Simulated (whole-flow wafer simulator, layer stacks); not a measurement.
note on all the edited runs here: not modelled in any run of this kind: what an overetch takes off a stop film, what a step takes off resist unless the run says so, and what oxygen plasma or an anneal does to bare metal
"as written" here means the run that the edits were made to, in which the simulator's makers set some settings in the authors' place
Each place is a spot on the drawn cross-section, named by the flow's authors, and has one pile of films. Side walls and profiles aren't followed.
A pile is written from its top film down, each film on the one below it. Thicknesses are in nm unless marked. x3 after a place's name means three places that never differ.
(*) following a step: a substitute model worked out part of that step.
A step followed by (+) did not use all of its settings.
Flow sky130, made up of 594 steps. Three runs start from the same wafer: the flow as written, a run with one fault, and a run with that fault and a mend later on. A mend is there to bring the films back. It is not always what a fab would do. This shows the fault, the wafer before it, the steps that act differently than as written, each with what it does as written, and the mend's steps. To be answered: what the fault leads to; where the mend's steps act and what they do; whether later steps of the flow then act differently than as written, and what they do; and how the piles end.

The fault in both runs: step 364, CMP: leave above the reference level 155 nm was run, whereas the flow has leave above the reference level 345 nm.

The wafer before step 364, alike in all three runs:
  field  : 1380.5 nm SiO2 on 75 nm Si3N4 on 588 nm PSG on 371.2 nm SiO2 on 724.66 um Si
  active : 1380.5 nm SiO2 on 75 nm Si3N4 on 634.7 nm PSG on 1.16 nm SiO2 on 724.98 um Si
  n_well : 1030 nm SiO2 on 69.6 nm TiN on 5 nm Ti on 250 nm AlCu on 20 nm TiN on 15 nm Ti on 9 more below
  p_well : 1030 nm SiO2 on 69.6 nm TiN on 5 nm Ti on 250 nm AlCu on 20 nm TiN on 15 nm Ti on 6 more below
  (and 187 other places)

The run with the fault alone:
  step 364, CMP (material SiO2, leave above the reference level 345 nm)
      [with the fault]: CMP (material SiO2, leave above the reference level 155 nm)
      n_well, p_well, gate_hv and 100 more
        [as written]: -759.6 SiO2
        [with the fault]: -949.6 SiO2
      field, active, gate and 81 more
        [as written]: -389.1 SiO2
        [with the fault]: -579.1 SiO2
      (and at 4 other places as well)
  Later steps of the flow acting differently than as written (10 more steps, not shown, differ only slightly: by at most 2% or 0.5 nm, whichever is larger):
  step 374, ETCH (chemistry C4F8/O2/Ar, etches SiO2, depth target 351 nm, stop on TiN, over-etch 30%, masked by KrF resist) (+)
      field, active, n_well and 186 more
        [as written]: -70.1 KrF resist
        [with the fault]: -20.7 KrF resist
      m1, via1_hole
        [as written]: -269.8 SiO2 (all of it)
        [with the fault]: -79.8 SiO2 (all of it)
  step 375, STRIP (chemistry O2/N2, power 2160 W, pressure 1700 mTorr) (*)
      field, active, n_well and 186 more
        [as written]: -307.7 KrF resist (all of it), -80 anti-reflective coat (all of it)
        [with the fault]: -357.1 KrF resist (all of it), -80 anti-reflective coat (all of it)
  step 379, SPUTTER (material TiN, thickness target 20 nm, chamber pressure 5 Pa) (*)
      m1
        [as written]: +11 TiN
        [with the fault]: +15.7 TiN
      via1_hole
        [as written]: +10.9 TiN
        [with the fault]: +15.7 TiN
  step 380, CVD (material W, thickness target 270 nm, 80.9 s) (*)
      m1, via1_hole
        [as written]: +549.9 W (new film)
        [with the fault]: +355.1 W (new film)
  At field, active, n_well and 190 more, the piles at the end differ from the flow's by more than 2% or 0.5 nm, whichever is larger.
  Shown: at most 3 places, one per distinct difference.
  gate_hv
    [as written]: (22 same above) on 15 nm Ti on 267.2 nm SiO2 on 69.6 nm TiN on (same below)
    [with the fault]: (22 same above) on 15 nm Ti on 77.2 nm SiO2 on 69.6 nm TiN on (same below)
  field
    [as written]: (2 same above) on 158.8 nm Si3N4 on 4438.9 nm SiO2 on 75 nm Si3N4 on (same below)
    [with the fault]: (2 same above) on 158.8 nm Si3N4 on 4248.9 nm SiO2 on 75 nm Si3N4 on (same below)
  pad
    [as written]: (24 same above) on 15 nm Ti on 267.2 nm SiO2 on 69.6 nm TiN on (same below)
    [with the fault]: (24 same above) on 15 nm Ti on 77.2 nm SiO2 on 69.6 nm TiN on (same below)

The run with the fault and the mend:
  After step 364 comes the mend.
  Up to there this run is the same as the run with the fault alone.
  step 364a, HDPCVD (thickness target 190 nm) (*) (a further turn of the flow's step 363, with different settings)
      field, active, n_well and 188 more
        +190 SiO2
  None of the later steps of the flow differs from how it acts as written, at any place that is followed, by more than 2% or 0.5 nm, whichever is larger.
  At every place that both follow, the piles at the end match the flow's.
